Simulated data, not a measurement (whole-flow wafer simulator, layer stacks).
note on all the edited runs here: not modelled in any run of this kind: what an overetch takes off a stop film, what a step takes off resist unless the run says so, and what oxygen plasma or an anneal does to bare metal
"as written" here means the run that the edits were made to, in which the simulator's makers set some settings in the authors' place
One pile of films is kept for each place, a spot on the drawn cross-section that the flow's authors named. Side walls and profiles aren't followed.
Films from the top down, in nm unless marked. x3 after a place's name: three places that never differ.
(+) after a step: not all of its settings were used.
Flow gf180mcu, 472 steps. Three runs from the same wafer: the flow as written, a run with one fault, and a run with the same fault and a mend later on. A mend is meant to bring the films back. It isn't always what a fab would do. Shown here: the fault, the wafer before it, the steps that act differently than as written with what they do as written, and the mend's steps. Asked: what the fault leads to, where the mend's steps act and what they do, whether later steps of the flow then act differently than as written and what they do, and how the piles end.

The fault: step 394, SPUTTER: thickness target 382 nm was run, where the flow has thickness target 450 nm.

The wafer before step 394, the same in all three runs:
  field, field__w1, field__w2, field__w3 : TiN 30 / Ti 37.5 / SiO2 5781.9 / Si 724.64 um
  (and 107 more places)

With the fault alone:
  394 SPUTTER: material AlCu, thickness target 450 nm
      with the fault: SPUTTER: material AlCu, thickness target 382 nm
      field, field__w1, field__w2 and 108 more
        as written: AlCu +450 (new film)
        with the fault: AlCu +382 (new film)
  Later steps of the flow that act differently than as written (1 more step differs only slightly, by at most 2% or 0.5 nm, whichever is larger, and isn't shown):
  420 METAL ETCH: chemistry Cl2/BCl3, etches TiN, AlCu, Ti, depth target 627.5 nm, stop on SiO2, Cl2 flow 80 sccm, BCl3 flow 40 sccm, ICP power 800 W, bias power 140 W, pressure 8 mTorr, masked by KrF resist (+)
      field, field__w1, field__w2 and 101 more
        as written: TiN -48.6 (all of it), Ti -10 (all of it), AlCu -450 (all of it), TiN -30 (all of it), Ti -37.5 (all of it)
        with the fault: TiN -48.6 (all of it), Ti -10 (all of it), AlCu -382 (all of it), TiN -30 (all of it), Ti -37.5 (all of it)
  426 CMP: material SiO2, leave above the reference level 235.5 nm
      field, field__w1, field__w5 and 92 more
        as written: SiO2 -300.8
        with the fault: SiO2 -368.8
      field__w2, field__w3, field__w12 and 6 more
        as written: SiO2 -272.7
        with the fault: SiO2 -343.8
  At the end the piles differ from the flow's by more than 2% or 0.5 nm, whichever is larger, at field__w4, field__w8, contact, m1, m1__w1, mim, mim_1p0, m1_nw.
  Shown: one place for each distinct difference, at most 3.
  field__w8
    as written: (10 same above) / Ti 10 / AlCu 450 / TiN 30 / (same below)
    with the fault: (10 same above) / Ti 10 / AlCu 382 / TiN 30 / (same below)
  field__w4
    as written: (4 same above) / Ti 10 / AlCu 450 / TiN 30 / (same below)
    with the fault: (4 same above) / Ti 10 / AlCu 382 / TiN 30 / (same below)
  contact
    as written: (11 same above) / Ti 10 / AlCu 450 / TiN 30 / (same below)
    with the fault: (11 same above) / Ti 10 / AlCu 382 / TiN 30 / (same below)

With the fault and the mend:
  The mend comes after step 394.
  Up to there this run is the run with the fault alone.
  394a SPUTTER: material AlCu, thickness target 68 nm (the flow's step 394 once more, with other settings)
      field, field__w1, field__w2 and 108 more
        AlCu +68
  No later step of the flow acts differently than as written at any place that is followed.
  At the end the piles are the same as the flow's at every place that both follow.
